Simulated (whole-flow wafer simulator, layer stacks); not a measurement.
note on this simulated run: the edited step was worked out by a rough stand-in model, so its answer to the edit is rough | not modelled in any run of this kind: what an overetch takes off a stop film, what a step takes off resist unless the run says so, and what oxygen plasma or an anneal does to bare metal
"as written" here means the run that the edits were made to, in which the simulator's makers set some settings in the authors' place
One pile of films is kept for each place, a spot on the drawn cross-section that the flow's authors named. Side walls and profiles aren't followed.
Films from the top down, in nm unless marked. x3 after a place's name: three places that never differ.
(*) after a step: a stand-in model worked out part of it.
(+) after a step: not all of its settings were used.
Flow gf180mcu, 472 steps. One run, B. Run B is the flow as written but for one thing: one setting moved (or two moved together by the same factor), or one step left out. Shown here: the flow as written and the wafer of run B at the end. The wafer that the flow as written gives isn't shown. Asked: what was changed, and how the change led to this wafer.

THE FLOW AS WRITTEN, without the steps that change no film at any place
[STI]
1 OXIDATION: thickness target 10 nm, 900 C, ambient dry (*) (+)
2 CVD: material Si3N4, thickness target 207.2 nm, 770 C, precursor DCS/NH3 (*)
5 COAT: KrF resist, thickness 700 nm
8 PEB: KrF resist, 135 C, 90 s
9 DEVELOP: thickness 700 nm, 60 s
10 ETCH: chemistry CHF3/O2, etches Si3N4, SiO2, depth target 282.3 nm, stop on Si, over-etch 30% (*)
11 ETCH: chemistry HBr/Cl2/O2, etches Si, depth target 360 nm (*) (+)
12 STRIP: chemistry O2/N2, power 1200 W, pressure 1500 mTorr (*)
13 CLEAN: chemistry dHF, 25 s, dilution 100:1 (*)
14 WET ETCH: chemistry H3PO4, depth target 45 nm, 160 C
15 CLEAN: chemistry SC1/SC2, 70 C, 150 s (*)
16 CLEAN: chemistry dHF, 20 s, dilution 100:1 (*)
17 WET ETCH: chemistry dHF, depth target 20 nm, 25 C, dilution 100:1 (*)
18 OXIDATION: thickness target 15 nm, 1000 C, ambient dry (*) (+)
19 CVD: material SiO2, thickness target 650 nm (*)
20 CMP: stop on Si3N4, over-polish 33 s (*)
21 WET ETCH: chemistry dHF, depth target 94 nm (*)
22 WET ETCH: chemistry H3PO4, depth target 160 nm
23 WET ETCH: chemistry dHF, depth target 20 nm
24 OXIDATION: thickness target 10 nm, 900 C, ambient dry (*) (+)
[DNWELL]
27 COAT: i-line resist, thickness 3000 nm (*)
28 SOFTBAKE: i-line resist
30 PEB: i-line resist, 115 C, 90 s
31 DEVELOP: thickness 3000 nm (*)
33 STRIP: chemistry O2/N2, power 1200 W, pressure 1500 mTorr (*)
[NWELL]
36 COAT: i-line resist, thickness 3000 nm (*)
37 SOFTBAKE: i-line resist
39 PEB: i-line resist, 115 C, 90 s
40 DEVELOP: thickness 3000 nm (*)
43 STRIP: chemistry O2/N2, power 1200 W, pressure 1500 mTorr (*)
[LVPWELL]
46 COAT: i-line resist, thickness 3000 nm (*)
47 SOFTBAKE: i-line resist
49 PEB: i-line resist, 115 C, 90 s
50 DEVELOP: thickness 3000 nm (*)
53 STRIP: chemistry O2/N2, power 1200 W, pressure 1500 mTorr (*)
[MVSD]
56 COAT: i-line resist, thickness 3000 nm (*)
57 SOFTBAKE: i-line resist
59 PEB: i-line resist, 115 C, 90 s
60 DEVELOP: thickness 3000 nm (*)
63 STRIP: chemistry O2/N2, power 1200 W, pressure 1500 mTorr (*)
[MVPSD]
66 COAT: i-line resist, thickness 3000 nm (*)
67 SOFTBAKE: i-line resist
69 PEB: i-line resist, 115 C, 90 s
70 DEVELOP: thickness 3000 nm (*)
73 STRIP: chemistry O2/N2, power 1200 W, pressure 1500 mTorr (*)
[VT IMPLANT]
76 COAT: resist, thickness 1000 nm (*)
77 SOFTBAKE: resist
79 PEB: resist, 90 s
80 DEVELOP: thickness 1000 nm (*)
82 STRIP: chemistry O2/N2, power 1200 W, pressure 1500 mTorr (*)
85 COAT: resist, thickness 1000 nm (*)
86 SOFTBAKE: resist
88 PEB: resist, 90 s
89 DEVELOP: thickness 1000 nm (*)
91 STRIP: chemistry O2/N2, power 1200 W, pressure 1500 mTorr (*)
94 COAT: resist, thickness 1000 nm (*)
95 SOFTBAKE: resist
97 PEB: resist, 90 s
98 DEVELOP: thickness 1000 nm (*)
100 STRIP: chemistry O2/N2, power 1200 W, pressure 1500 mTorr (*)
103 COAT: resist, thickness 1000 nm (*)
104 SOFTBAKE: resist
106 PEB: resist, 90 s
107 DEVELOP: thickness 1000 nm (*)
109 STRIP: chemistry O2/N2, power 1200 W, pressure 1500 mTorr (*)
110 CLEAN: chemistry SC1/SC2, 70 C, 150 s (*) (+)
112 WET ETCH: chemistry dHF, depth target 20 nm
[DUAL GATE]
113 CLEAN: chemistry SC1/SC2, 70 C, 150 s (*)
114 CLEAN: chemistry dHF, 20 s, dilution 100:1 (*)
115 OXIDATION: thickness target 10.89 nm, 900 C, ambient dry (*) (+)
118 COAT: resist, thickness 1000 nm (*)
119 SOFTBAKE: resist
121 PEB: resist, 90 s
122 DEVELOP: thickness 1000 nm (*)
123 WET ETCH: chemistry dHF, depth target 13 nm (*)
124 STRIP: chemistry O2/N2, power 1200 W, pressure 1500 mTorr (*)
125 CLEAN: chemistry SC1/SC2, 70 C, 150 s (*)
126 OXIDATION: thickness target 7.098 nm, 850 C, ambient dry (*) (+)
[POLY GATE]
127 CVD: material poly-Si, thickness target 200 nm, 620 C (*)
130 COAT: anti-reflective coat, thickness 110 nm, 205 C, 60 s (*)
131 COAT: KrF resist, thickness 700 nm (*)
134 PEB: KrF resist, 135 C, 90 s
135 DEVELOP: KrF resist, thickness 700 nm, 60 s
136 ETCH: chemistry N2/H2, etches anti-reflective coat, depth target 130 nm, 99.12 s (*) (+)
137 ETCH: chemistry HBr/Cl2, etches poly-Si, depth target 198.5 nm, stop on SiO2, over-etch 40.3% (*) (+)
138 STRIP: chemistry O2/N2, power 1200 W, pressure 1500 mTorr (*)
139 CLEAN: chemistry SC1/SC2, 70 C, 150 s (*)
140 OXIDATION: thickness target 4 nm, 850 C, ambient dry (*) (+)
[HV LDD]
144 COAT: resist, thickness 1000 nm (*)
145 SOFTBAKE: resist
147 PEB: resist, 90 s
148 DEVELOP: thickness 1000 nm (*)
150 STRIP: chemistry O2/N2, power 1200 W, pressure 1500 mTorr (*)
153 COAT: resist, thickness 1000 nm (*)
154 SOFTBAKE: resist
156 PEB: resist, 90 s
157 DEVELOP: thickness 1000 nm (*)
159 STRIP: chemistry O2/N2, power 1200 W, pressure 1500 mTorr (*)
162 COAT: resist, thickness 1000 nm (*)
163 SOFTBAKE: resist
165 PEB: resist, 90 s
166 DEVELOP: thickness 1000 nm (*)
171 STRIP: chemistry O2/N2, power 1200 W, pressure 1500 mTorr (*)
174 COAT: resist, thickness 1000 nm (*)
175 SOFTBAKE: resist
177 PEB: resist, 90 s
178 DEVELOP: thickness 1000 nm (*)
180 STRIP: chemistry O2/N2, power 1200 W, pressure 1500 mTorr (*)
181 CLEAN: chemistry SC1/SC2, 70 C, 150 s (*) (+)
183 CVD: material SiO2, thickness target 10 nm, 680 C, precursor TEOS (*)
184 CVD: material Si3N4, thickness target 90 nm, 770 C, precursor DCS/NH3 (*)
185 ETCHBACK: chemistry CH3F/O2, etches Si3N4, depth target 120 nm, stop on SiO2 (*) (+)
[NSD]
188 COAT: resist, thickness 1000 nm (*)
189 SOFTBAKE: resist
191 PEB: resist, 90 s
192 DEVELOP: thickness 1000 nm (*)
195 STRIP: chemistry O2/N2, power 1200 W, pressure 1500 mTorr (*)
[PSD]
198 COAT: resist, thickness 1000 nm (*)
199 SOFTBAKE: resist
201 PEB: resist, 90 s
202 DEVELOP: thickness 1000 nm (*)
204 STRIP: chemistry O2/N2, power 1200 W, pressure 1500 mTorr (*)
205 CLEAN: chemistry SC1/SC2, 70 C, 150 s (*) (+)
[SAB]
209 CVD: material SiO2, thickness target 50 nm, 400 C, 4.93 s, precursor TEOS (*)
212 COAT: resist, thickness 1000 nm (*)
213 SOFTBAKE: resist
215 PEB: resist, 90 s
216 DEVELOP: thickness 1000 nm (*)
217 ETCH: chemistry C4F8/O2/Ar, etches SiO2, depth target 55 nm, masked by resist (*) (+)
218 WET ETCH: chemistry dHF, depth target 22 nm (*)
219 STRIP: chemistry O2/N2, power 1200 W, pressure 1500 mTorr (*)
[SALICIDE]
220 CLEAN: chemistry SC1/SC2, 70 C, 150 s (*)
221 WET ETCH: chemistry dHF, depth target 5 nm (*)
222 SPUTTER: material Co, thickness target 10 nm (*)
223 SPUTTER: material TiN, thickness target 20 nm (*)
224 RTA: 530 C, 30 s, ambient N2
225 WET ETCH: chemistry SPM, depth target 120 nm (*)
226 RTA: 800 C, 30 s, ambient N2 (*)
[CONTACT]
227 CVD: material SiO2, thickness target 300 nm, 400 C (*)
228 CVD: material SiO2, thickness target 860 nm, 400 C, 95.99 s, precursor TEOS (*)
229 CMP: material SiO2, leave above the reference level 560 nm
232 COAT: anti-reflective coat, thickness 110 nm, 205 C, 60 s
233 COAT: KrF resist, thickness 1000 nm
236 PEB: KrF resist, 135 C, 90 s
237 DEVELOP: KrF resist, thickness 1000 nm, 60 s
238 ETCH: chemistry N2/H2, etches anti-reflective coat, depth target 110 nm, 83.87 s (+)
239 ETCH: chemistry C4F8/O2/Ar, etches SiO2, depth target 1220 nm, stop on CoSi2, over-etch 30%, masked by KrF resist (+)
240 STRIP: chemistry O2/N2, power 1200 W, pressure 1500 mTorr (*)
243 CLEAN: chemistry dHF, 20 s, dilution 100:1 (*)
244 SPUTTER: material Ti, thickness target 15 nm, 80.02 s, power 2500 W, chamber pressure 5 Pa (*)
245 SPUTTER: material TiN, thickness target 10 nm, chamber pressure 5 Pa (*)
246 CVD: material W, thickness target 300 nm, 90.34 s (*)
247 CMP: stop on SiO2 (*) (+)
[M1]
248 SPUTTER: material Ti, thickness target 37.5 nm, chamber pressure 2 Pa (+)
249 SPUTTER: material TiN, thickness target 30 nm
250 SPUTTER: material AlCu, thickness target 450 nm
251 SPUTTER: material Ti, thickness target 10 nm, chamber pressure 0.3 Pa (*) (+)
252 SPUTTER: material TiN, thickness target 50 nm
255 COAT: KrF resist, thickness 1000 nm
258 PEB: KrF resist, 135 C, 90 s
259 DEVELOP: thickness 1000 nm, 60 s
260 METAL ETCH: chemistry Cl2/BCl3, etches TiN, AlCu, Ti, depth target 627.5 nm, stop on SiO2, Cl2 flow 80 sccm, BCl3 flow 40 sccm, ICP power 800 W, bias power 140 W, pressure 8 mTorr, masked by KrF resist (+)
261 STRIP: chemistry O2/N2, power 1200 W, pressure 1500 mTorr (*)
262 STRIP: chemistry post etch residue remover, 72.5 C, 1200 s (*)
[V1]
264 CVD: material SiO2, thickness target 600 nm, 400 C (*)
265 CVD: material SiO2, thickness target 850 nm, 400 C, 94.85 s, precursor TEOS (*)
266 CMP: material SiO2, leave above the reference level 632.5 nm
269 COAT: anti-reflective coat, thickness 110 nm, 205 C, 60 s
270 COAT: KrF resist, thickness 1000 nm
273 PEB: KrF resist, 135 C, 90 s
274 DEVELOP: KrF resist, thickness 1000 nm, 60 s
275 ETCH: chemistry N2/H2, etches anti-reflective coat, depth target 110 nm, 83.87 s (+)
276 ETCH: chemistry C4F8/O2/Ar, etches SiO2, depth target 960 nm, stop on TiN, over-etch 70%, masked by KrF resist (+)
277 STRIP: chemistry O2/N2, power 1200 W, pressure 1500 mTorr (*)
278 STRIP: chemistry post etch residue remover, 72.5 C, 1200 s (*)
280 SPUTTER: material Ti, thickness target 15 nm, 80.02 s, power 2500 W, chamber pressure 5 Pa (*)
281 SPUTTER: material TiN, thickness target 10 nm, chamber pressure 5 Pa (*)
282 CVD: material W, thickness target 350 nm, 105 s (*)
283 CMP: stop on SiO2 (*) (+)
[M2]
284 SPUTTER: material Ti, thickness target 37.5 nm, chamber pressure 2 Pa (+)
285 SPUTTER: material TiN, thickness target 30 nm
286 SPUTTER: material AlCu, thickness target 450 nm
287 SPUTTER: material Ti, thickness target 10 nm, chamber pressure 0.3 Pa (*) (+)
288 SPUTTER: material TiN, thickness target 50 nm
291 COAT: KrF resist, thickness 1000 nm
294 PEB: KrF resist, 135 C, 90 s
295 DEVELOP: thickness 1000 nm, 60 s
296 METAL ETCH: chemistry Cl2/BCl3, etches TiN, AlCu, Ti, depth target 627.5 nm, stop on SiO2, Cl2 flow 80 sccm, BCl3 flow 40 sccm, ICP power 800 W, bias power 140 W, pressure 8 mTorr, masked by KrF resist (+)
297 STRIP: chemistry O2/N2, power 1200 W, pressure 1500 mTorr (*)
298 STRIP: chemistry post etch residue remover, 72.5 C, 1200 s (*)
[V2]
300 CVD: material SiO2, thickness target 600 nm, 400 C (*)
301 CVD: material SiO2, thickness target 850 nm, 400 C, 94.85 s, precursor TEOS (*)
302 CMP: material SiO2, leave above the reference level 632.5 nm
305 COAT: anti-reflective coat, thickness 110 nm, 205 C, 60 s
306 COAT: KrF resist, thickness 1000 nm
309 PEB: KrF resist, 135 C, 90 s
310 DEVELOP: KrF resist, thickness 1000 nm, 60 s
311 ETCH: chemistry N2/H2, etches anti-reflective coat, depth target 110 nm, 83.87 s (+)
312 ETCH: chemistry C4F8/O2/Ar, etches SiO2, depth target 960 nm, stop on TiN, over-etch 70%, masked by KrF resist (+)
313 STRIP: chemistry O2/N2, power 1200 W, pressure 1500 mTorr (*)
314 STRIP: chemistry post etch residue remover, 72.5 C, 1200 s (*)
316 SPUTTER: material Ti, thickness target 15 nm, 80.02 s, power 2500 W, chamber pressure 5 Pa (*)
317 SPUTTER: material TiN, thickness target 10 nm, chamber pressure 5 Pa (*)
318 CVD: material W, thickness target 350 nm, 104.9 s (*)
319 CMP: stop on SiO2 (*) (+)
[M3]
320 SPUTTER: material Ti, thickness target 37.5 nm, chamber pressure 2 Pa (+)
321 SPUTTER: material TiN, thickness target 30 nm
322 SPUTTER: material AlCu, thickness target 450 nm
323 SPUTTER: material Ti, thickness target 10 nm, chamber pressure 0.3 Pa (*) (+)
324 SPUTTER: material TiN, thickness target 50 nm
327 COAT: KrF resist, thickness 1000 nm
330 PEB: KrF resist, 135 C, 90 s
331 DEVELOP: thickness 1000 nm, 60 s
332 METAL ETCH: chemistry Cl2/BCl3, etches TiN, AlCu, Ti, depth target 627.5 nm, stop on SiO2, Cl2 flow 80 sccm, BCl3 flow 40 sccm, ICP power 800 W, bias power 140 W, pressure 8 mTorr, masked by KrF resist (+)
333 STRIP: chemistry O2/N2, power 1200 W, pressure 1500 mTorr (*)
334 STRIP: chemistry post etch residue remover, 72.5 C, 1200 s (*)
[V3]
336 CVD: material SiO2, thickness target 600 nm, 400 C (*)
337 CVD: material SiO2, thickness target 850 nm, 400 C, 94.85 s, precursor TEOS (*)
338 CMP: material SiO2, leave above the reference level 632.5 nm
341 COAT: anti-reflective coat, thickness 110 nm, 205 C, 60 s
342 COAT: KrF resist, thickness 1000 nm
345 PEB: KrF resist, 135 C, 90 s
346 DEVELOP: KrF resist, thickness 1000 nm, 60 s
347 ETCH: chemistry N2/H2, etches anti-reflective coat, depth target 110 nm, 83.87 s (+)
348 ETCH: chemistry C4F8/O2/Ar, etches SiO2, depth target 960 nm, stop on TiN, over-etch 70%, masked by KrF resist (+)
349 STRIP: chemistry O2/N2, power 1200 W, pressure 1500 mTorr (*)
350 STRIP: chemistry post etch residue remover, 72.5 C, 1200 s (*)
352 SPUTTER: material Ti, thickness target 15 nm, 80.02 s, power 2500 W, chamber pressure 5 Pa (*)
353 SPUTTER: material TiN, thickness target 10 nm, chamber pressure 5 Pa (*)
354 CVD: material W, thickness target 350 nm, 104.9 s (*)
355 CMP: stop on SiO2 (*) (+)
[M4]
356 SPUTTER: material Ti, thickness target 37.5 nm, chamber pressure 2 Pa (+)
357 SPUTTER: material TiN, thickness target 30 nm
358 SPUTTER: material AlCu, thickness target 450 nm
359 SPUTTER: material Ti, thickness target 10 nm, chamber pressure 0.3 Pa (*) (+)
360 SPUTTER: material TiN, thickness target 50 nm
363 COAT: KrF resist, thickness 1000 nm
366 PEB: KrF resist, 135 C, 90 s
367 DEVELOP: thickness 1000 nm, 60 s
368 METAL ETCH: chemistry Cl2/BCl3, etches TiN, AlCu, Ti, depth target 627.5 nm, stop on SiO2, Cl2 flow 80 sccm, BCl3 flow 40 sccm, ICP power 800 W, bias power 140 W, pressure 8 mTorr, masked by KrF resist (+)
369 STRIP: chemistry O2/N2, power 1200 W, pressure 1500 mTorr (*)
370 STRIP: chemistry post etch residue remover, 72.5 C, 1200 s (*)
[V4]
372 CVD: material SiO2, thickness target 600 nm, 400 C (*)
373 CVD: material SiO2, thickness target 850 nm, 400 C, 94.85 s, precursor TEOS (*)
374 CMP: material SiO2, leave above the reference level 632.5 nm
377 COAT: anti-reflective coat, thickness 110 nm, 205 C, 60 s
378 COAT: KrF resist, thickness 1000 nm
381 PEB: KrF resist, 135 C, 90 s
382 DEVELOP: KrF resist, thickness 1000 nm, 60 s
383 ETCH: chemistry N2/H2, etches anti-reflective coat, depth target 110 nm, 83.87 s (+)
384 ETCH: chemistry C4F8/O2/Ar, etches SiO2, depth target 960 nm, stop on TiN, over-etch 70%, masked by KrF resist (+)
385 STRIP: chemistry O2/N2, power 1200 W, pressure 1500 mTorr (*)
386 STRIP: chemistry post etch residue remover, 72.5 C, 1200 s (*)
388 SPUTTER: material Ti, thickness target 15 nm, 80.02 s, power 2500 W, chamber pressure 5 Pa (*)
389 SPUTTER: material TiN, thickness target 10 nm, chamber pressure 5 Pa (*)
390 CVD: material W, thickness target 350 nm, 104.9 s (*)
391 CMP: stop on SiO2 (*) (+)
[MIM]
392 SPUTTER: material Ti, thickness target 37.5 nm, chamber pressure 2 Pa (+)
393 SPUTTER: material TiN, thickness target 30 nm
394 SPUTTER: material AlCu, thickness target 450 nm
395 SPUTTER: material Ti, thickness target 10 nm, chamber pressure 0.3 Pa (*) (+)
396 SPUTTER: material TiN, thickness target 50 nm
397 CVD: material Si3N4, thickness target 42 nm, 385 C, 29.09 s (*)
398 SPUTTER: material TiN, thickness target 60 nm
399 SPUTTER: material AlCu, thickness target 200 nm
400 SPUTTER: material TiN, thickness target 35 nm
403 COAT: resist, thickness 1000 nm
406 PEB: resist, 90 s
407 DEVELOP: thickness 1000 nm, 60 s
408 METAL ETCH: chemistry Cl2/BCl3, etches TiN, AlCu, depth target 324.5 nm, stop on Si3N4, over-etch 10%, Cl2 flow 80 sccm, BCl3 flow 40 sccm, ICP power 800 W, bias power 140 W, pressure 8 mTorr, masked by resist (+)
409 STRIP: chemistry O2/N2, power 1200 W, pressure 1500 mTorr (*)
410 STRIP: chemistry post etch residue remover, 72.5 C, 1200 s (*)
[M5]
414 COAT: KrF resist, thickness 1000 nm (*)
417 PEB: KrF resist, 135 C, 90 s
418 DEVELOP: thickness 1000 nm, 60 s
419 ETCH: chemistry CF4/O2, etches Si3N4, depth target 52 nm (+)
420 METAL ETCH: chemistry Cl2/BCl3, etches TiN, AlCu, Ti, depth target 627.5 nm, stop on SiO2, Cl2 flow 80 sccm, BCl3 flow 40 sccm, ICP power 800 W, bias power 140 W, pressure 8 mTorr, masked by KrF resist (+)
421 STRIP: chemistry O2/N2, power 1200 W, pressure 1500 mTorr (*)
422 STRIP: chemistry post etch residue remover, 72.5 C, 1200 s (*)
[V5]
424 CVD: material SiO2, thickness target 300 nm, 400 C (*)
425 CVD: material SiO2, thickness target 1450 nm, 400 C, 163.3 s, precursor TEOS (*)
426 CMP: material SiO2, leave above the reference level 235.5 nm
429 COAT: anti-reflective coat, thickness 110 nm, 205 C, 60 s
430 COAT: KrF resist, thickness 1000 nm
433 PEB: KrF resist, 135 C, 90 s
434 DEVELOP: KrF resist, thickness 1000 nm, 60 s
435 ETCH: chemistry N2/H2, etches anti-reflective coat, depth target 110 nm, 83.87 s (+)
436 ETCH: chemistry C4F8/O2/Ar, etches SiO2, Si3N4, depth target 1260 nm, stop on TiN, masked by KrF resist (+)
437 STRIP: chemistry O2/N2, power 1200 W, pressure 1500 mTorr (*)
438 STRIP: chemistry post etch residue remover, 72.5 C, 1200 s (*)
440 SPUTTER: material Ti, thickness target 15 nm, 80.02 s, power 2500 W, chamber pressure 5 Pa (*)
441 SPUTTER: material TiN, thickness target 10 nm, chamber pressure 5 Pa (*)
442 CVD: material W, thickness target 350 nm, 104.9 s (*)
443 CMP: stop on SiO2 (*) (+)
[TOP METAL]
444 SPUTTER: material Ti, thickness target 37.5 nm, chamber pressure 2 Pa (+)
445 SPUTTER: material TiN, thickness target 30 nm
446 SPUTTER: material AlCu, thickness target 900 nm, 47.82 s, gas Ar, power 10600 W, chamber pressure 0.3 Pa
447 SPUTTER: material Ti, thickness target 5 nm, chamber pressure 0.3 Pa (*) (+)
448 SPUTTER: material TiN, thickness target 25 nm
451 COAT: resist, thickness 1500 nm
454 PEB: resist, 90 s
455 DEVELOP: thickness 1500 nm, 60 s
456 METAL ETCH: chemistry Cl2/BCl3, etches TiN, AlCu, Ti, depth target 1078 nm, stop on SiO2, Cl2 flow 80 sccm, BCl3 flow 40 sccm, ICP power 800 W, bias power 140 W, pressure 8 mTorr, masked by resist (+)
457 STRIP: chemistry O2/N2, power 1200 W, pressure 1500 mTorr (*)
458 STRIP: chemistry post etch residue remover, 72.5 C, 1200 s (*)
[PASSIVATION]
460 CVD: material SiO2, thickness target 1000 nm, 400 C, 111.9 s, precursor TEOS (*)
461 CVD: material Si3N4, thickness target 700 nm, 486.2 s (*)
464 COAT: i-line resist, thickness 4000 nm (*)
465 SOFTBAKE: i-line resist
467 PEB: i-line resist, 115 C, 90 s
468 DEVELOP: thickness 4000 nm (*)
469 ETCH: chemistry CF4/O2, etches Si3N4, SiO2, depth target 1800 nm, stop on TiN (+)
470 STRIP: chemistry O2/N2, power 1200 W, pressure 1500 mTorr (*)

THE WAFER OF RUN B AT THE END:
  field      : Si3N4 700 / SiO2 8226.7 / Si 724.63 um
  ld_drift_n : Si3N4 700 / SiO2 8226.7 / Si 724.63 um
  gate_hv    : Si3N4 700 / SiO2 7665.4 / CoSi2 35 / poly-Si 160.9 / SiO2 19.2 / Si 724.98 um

The cause: step 115, OXIDATION: thickness target 16.33 nm was run, where the flow has thickness target 10.89 nm.

How the change led to this, step by step:
  115 OXIDATION: thickness target 10.89 nm, 900 C, ambient dry (*) (+)
      active, n_well, p_well and 40 more: SiO2 +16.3 (new film), Si -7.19 (as written it would be: SiO2 +10.9 (new film), Si -4.79)
      sti, mim_1p0, pad and 23 more: SiO2 +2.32, Si -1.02 (as written it would be: SiO2 +1.22, Si -0.54)
      (and at 23 more places)
  123 WET ETCH: chemistry dHF, depth target 13 nm (*)
      active, n_well, p_well and 12 more: SiO2 -13 (as written it would be: SiO2 -10.9 (all of it))
  124 STRIP: chemistry O2/N2, power 1200 W, pressure 1500 mTorr (*)
      active, n_well, p_well and 12 more: nothing (as written it would be: chemical SiO2 +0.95 (new film), Si -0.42)
  126 OXIDATION: thickness target 7.098 nm, 850 C, ambient dry (*) (+)
      active, n_well, p_well and 12 more: SiO2 +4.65, Si -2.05 (as written it would be: SiO2 +7.1 (new film), chemical SiO2 -0.76 (all of it), Si -2.79)
  189 SOFTBAKE: resist
      field__w9: resist -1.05 (as written it would be: resist +1.85)
      active_nat: resist +2.73 (as written it would be: resist +1.71)
  199 SOFTBAKE: resist
      field__w9: resist -1.05 (as written it would be: resist +1.85)
      active_nat: resist +2.73 (as written it would be: resist +1.71)
  218 WET ETCH: chemistry dHF, depth target 22 nm (*)
      active, p_well, sd_n, iso_ptap_pw, iso_ntap_nw, iso_ptap_sub, vpnp_e: SiO2 -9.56 (all of it) (as written it would be: SiO2 -9.01 (all of it))
      ldn_tap, ldn_src, ldn_drn, ldp_tap, ldp_src, ldp_drn, ldp_gr: SiO2 -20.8 (all of it) (as written it would be: SiO2 -16 (all of it))
      (and at 9 more places)
